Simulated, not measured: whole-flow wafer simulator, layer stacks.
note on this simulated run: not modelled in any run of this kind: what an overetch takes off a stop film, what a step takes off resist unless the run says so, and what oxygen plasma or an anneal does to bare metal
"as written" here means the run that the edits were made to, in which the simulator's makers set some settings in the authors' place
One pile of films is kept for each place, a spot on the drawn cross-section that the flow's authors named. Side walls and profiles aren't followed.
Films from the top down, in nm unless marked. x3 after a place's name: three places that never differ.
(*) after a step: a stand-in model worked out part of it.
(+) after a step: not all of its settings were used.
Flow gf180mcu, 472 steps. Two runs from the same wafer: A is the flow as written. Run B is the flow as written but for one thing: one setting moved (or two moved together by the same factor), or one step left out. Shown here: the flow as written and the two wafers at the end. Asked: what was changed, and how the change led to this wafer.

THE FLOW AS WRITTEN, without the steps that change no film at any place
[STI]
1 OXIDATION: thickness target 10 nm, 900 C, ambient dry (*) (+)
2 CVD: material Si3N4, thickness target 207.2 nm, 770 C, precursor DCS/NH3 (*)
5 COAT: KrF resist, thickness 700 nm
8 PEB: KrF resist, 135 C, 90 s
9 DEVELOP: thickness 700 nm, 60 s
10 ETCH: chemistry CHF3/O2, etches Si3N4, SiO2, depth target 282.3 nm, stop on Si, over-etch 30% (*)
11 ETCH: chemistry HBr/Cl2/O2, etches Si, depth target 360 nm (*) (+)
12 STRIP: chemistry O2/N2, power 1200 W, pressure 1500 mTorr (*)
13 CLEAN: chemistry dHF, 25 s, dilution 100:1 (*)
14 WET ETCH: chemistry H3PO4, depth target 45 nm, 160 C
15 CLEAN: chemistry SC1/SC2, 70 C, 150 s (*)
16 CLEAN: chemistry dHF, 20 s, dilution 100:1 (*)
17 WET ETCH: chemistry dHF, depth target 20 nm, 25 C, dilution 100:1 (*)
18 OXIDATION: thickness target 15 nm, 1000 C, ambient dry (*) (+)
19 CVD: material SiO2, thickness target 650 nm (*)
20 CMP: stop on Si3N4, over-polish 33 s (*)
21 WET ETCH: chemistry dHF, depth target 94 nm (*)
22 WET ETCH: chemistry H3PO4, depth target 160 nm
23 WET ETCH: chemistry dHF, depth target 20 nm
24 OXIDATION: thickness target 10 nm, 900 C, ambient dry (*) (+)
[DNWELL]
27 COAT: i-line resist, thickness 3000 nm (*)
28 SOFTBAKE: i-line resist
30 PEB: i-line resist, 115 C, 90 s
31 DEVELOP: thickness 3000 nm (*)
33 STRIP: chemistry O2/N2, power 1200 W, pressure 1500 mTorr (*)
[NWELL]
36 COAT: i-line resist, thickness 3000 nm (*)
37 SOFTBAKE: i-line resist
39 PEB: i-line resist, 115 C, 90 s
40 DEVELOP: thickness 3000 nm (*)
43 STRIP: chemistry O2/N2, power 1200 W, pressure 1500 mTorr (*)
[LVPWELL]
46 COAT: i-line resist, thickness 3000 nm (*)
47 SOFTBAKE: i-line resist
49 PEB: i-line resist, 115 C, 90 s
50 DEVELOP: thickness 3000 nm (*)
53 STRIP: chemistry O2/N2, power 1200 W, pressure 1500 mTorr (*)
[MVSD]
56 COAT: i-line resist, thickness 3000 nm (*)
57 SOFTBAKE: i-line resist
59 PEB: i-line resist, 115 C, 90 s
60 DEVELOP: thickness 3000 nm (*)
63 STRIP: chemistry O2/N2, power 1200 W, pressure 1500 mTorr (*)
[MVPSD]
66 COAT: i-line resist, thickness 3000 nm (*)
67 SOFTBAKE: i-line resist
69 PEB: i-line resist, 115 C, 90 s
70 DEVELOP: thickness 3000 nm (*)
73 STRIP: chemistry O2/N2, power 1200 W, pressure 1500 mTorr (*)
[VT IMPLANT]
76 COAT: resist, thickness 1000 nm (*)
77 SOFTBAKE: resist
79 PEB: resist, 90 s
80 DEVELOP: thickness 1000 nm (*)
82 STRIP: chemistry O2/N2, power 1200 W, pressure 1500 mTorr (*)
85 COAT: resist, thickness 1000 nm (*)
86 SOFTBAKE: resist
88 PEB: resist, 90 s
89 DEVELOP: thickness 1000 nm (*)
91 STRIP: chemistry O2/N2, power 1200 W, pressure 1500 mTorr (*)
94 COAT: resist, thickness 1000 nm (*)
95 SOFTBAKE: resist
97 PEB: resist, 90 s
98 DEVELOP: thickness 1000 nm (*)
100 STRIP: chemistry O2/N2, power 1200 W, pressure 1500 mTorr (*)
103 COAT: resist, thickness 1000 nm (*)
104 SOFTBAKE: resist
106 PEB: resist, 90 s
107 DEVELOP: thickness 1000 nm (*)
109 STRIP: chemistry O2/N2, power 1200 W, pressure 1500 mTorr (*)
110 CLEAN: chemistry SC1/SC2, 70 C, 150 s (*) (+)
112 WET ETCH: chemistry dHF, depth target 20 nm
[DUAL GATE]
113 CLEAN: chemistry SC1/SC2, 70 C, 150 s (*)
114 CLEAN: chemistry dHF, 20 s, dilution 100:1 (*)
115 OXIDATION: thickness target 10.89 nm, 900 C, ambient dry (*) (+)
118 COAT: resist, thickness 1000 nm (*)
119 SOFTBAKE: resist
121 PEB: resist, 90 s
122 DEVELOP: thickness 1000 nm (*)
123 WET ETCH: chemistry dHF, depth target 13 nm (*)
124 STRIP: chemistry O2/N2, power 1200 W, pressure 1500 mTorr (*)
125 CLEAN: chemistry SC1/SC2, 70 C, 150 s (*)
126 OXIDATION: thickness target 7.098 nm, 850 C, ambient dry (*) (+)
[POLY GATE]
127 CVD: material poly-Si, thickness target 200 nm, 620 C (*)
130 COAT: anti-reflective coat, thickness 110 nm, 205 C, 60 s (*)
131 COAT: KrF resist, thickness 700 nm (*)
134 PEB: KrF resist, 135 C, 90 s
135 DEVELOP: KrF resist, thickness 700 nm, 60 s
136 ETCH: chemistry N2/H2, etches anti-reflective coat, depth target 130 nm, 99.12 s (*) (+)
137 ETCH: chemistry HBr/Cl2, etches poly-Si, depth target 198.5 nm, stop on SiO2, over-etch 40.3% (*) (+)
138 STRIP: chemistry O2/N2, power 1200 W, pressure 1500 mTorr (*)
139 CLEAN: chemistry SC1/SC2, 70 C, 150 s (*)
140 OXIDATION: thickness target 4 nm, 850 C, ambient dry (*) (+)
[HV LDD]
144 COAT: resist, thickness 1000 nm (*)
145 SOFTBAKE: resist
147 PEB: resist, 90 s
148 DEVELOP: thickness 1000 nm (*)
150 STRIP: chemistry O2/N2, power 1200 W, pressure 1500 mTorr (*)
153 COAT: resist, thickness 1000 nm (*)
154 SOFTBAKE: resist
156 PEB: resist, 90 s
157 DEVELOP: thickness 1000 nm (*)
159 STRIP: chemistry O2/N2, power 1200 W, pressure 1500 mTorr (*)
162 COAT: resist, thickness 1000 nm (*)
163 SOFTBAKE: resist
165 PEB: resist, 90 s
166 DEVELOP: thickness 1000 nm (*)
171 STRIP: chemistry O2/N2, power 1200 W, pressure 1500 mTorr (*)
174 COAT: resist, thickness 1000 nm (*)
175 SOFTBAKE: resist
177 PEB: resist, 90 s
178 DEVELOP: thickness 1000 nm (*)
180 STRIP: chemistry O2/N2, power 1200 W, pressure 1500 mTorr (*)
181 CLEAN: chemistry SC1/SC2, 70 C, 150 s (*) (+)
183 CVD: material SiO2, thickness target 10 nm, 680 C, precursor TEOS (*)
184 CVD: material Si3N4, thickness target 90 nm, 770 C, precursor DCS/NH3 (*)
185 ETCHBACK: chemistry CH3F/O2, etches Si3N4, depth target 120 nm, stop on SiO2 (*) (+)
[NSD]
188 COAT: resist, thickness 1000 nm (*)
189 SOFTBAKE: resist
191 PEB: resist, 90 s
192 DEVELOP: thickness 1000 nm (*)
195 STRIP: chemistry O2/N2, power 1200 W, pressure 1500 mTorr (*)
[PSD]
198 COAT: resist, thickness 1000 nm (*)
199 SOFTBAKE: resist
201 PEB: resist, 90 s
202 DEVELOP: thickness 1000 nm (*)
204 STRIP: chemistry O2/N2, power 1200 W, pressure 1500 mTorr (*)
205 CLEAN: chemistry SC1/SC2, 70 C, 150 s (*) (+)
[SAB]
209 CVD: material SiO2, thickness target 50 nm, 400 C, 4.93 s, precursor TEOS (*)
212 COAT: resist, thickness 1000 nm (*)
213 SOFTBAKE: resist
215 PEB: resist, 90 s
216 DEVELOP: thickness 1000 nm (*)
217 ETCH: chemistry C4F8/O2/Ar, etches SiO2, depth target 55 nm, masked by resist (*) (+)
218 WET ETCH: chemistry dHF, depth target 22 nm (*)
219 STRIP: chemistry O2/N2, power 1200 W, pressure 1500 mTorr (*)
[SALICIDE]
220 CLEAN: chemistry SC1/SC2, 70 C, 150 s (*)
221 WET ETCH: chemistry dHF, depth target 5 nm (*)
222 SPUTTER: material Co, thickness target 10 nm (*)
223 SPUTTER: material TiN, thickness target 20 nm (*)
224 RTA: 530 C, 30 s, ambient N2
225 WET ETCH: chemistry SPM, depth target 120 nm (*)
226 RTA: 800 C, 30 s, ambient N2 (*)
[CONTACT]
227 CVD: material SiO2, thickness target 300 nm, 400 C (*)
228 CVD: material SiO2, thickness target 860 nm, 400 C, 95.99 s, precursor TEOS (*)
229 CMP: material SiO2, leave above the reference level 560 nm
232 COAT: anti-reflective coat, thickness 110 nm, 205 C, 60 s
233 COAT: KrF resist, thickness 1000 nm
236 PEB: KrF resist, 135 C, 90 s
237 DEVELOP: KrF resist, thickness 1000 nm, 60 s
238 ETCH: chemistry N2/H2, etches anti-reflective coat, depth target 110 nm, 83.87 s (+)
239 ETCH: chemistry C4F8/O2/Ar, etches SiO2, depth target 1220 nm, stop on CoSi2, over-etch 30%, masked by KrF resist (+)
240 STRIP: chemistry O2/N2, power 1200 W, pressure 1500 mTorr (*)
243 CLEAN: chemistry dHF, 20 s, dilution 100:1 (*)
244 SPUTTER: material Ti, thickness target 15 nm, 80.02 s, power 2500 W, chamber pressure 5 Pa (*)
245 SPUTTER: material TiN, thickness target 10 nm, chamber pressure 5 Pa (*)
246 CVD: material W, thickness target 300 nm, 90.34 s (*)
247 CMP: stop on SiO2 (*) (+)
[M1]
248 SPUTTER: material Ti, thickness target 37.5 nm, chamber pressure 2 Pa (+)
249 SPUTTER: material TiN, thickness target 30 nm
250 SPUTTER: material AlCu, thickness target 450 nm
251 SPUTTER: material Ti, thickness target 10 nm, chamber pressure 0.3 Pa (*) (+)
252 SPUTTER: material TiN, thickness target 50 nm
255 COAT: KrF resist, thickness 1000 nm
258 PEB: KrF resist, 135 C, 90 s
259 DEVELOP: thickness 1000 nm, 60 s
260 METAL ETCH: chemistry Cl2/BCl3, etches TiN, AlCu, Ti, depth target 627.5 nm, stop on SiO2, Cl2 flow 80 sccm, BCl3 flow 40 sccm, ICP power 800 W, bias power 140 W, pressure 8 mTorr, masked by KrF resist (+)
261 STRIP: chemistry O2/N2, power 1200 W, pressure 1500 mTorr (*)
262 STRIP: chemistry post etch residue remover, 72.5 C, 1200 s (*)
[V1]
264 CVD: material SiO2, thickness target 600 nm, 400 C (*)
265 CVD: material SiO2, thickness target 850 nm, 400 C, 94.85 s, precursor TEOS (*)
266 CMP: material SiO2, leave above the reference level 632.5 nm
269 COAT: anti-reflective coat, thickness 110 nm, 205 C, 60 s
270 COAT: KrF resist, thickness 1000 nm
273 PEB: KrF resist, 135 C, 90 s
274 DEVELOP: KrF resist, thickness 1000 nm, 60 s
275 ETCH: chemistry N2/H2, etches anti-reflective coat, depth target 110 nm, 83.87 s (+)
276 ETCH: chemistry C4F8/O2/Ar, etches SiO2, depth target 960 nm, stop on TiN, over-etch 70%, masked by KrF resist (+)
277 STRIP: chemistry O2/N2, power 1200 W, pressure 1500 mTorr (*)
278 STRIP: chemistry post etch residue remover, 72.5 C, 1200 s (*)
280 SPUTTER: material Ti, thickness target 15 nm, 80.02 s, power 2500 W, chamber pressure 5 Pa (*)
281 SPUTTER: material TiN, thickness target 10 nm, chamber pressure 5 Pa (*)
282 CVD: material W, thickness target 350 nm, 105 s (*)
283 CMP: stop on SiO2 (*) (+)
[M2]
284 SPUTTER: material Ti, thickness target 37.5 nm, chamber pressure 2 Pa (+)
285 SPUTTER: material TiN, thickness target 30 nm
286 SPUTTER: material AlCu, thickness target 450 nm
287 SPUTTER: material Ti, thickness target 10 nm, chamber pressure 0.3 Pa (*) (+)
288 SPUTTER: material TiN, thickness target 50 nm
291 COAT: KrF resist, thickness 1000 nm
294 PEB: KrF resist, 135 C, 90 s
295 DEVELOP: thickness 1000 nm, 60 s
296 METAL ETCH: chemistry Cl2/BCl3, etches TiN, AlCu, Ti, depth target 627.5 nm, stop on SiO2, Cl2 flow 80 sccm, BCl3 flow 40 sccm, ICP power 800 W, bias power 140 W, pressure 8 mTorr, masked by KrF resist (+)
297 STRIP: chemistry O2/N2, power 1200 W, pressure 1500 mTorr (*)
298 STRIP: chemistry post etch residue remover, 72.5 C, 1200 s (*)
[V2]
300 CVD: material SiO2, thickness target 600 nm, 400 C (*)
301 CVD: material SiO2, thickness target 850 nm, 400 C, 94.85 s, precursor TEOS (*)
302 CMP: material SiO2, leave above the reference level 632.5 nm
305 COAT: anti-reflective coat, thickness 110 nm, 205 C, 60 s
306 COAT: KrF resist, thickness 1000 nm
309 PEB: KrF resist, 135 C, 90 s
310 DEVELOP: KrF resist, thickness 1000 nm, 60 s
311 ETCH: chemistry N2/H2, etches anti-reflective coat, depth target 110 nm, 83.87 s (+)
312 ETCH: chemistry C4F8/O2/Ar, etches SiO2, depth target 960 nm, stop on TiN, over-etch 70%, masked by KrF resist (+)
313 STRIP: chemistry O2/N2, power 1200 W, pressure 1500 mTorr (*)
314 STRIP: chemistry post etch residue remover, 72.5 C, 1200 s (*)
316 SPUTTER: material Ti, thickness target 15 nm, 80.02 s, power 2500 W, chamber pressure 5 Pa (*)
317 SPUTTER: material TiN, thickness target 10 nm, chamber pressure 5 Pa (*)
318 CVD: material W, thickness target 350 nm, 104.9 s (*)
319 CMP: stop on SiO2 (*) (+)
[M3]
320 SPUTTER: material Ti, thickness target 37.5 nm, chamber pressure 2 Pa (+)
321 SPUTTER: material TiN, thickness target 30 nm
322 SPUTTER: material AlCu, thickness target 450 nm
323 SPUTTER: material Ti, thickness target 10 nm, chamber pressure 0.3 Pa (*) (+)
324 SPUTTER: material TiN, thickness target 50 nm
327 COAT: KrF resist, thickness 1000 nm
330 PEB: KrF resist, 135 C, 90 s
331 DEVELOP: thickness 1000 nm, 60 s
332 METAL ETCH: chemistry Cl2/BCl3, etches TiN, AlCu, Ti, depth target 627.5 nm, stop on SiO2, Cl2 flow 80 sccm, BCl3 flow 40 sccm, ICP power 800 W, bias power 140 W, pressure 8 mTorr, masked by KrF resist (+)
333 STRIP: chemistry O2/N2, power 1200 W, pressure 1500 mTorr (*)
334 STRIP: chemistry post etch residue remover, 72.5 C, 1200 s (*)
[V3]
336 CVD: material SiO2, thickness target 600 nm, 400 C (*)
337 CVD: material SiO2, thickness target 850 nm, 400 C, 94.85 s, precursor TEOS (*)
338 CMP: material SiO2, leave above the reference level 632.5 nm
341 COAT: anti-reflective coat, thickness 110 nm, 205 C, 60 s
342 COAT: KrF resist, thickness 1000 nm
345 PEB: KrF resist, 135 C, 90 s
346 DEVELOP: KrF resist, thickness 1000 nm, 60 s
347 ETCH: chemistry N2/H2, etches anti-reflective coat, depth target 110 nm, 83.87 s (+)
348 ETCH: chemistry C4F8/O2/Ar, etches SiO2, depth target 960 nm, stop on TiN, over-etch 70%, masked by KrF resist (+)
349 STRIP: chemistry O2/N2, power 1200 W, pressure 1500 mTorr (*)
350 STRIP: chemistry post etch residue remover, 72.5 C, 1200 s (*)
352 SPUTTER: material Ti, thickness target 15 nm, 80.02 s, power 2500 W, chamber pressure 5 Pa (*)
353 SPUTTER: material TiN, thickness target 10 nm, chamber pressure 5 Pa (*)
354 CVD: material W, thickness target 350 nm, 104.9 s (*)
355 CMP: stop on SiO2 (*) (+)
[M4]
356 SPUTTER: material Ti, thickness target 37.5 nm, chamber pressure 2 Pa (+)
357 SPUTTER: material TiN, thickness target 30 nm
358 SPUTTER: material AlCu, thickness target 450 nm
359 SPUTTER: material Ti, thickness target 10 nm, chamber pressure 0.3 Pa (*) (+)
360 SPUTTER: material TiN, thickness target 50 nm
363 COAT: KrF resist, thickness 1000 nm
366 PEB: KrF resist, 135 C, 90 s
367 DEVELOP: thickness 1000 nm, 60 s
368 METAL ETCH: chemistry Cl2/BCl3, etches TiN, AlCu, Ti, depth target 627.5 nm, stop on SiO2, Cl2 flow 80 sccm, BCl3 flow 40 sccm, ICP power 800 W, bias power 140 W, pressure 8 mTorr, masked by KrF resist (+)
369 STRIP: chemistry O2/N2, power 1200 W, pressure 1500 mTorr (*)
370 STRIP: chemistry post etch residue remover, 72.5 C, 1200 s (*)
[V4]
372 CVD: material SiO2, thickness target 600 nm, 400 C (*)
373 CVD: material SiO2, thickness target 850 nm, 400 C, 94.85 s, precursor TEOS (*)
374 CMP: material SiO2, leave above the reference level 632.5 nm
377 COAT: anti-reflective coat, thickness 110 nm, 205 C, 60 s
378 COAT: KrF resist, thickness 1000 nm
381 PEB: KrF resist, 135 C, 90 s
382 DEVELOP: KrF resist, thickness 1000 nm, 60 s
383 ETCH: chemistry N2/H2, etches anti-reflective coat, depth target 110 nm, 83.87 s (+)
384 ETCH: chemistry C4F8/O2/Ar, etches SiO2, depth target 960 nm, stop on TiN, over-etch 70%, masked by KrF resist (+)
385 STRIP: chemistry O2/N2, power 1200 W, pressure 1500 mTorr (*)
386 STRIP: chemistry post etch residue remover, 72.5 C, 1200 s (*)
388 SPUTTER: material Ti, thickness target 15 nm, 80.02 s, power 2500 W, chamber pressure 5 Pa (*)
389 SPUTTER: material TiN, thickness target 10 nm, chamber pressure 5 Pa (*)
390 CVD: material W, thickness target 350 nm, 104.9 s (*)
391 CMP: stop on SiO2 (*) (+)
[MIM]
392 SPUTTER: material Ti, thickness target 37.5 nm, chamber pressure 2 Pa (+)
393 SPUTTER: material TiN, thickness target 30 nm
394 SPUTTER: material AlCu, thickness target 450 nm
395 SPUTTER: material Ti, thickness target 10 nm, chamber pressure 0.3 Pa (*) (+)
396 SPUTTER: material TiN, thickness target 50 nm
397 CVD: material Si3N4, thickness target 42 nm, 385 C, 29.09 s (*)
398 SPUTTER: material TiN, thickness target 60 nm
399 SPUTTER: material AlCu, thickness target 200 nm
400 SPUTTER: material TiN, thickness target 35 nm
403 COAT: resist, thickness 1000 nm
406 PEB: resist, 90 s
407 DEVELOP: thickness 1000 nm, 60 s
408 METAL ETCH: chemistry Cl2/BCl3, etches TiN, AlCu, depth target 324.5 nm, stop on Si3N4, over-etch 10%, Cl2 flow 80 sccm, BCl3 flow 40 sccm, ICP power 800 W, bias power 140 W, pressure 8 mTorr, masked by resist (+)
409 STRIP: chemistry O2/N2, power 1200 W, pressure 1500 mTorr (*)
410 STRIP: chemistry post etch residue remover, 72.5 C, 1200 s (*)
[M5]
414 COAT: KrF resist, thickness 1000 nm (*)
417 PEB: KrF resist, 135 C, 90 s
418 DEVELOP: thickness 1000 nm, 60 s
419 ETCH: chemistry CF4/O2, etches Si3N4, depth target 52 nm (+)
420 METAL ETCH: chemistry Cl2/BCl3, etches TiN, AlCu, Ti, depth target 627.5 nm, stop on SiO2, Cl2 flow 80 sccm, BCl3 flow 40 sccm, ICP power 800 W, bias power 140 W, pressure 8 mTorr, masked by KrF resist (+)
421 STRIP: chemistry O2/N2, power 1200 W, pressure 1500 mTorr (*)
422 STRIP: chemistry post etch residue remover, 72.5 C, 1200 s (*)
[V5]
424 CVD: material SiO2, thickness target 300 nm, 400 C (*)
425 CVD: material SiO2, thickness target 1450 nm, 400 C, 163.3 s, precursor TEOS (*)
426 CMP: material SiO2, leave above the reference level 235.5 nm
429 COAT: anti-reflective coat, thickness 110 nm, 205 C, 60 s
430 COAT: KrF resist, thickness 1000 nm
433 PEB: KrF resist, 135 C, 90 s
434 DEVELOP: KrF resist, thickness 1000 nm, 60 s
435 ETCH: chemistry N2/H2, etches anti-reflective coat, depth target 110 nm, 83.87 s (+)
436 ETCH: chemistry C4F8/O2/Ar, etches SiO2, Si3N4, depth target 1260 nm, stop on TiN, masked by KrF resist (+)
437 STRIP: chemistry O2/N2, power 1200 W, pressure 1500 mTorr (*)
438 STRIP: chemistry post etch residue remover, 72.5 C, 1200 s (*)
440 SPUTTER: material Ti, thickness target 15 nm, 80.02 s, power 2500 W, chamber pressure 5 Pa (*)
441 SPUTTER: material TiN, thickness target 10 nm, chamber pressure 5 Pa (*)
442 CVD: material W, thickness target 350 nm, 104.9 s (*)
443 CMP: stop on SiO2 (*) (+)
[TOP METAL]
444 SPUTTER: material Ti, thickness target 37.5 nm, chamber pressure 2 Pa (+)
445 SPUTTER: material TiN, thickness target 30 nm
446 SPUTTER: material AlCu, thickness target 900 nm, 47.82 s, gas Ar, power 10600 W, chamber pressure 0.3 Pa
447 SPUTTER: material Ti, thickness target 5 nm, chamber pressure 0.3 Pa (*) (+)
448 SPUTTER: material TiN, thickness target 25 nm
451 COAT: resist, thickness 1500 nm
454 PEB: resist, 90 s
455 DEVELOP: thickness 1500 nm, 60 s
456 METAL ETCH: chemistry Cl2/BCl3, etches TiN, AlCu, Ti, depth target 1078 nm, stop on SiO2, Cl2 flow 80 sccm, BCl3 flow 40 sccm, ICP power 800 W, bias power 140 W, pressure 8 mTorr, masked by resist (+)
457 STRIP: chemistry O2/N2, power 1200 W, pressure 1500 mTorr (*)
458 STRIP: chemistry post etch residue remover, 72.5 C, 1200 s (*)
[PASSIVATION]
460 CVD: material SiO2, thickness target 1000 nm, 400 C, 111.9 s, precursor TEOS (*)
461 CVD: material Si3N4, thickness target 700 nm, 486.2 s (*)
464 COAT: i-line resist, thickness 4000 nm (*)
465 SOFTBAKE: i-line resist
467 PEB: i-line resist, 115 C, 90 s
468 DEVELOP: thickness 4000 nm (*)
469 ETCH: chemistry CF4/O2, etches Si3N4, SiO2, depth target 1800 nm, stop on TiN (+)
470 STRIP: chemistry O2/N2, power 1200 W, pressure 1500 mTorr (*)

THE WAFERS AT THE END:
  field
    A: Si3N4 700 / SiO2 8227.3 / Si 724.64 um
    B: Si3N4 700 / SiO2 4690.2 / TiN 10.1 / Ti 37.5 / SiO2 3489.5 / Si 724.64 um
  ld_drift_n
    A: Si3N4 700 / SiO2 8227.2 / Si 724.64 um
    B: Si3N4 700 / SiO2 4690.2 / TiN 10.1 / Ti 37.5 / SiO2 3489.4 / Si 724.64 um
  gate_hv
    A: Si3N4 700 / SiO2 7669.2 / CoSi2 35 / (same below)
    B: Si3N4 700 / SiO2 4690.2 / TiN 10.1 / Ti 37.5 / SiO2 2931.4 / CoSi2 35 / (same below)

The cause: step 324, SPUTTER: thickness target 41.5 nm was run, where the flow has thickness target 50 nm; step 332, METAL ETCH: depth target 521 nm was run, where the flow has depth target 627.5 nm.

How the change led to this, step by step:
  324 SPUTTER: material TiN, thickness target 50 nm
      field, field__w1, field__w2 and 108 more: A TiN +50 (new film) | B TiN +41.5 (new film)
  332 METAL ETCH: chemistry Cl2/BCl3, etches TiN, AlCu, Ti, depth target 627.5 nm, stop on SiO2, Cl2 flow 80 sccm, BCl3 flow 40 sccm, ICP power 800 W, bias power 140 W, pressure 8 mTorr, masked by KrF resist (+)
      field, field__w1, field__w2 and 103 more: A TiN -50 (all of it), Ti -10 (all of it), AlCu -450 (all of it), TiN -30 (all of it), Ti -37.5 (all of it) | B TiN -41.5 (all of it), Ti -10 (all of it), AlCu -450 (all of it), TiN -19.5
      field__w8, contact, m1, m1__w1, m1_nw: A KrF resist -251 | B KrF resist -208.4
  333 STRIP: chemistry O2/N2, power 1200 W, pressure 1500 mTorr (*)
      field__w8, contact, m1, m1__w1, m1_nw: A KrF resist -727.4 (all of it) | B KrF resist -770 (all of it)
  336 CVD: material SiO2, thickness target 600 nm, 400 C (*)
      field, field__w1, field__w2 and 103 more: A SiO2 +600 | B SiO2 +600 (new film)
  338 CMP: material SiO2, leave above the reference level 632.5 nm
      field, field__w1, field__w2 and 103 more: A SiO2 -300 | B SiO2 -347.6
Counting metal films that touch as one body, field has 1 body; the flow as written gives 0 bodies.
Counting metal films that touch as one body, ld_drift_n has 1 body; the flow as written gives 0 bodies.
Counting metal films that touch as one body, gate_hv has 2 bodies (between them, from the top down: SiO2 2931.4); the flow as written gives 1 body.
